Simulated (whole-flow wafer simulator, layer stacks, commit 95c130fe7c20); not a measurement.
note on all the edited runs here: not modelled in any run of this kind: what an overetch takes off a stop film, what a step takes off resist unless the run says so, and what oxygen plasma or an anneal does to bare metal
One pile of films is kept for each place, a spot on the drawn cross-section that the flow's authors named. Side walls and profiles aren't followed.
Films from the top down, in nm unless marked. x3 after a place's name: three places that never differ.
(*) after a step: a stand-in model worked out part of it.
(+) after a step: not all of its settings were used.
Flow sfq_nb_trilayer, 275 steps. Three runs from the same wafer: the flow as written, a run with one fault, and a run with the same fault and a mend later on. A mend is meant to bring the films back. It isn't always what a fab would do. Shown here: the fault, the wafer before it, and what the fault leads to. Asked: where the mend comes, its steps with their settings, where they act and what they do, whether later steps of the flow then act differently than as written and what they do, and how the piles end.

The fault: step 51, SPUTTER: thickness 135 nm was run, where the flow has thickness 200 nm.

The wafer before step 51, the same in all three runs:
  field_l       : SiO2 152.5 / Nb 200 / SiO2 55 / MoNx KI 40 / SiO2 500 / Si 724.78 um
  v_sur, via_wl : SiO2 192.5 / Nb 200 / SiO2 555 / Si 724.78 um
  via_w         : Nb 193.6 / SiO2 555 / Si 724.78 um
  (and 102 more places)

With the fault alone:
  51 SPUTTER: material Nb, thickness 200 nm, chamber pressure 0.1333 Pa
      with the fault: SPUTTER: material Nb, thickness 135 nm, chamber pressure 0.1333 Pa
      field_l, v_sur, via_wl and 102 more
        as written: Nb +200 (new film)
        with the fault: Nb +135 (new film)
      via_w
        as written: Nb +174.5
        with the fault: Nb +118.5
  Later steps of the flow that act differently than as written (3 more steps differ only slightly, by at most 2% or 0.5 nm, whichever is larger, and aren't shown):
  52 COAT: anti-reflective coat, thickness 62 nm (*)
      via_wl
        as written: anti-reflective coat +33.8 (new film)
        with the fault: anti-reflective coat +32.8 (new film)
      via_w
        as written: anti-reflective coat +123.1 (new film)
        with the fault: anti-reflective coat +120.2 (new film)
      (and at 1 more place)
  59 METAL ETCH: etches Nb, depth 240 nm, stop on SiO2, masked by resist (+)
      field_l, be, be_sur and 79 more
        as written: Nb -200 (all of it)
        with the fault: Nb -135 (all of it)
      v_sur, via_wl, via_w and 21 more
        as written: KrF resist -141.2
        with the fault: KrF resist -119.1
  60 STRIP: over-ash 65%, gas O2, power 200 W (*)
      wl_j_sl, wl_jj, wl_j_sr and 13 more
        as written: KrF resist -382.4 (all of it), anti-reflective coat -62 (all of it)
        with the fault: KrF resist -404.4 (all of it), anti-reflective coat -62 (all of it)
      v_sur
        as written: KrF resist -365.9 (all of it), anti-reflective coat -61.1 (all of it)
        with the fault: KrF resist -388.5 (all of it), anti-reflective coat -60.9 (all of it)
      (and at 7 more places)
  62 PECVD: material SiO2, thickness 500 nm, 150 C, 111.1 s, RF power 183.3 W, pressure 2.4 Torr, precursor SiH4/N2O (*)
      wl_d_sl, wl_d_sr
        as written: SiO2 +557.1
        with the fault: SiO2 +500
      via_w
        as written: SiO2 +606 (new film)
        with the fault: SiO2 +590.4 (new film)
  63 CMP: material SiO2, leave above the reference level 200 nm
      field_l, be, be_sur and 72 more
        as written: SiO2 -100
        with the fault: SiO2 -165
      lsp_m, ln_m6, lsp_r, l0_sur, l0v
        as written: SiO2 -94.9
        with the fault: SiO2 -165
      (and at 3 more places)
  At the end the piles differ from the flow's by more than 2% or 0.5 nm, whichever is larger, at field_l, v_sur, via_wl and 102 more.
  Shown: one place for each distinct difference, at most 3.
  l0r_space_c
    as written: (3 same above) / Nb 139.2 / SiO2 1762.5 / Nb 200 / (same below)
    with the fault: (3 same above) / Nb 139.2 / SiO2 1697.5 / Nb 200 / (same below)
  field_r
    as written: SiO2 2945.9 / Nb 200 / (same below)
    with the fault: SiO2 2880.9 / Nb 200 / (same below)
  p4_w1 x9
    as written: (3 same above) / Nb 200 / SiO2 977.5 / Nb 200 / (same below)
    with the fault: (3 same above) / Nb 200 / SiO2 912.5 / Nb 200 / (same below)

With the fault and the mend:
  The mend comes after step 51.
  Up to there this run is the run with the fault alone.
  51a SPUTTER: material Nb, thickness 65 nm, chamber pressure 0.1333 Pa (the flow's step 51 once more, with other settings)
      field_l, v_sur, via_wl and 102 more
        Nb +65
      via_w
        Nb +51.6
  No later step of the flow acts differently than as written, at any place that is followed, by more than 2% or 0.5 nm, whichever is larger.
  At the end the piles differ from the flow's only slightly at the places that both follow, by at most 2% or 0.5 nm, whichever is larger.
